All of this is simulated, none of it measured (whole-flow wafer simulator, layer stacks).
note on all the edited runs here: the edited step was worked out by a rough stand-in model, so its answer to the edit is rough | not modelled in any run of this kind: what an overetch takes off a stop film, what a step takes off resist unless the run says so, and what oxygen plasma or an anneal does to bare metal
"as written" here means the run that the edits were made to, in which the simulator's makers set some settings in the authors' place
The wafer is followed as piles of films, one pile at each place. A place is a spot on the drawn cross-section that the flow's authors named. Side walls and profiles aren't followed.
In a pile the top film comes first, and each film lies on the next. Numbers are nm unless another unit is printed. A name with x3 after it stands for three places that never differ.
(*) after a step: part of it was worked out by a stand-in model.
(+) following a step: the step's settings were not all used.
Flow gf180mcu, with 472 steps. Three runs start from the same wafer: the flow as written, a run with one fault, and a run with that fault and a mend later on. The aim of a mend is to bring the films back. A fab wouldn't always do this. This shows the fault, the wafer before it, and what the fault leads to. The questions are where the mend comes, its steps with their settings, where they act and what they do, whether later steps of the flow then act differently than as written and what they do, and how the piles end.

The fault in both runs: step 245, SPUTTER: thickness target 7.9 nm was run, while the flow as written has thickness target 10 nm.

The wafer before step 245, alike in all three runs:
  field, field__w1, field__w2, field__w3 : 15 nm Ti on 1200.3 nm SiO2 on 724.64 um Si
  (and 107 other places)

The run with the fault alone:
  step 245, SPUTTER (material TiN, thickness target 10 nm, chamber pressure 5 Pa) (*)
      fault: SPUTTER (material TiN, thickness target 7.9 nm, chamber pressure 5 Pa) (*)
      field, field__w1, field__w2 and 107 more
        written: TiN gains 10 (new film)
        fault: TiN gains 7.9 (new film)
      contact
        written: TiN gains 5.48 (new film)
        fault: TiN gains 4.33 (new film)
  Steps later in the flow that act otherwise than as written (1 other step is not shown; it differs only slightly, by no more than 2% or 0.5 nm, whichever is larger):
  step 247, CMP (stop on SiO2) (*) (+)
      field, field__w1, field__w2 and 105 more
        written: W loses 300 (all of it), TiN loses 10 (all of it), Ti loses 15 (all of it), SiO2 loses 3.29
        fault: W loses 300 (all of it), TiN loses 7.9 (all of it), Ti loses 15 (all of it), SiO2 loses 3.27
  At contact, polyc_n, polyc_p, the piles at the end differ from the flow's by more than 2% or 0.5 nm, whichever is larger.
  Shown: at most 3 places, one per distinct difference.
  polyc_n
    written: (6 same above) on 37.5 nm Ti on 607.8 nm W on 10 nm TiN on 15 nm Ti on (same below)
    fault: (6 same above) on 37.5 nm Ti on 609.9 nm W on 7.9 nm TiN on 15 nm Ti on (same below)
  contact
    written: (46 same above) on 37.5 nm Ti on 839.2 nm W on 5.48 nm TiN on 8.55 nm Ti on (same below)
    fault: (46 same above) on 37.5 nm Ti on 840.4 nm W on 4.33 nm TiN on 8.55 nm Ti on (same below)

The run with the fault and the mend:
  After step 245 comes the mend.
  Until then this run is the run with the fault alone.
  step 245a, SPUTTER (material TiN, thickness target 2.1 nm, chamber pressure 5 Pa) (*) (a further turn of the flow's step 245, with different settings)
      field, field__w1, field__w2 and 107 more
        TiN gains 2.1
      contact
        TiN gains 1.15
  Every later step of the flow that is run acts as written at every place that is followed.
  By the end, the piles equal the flow's at every place that both follow.
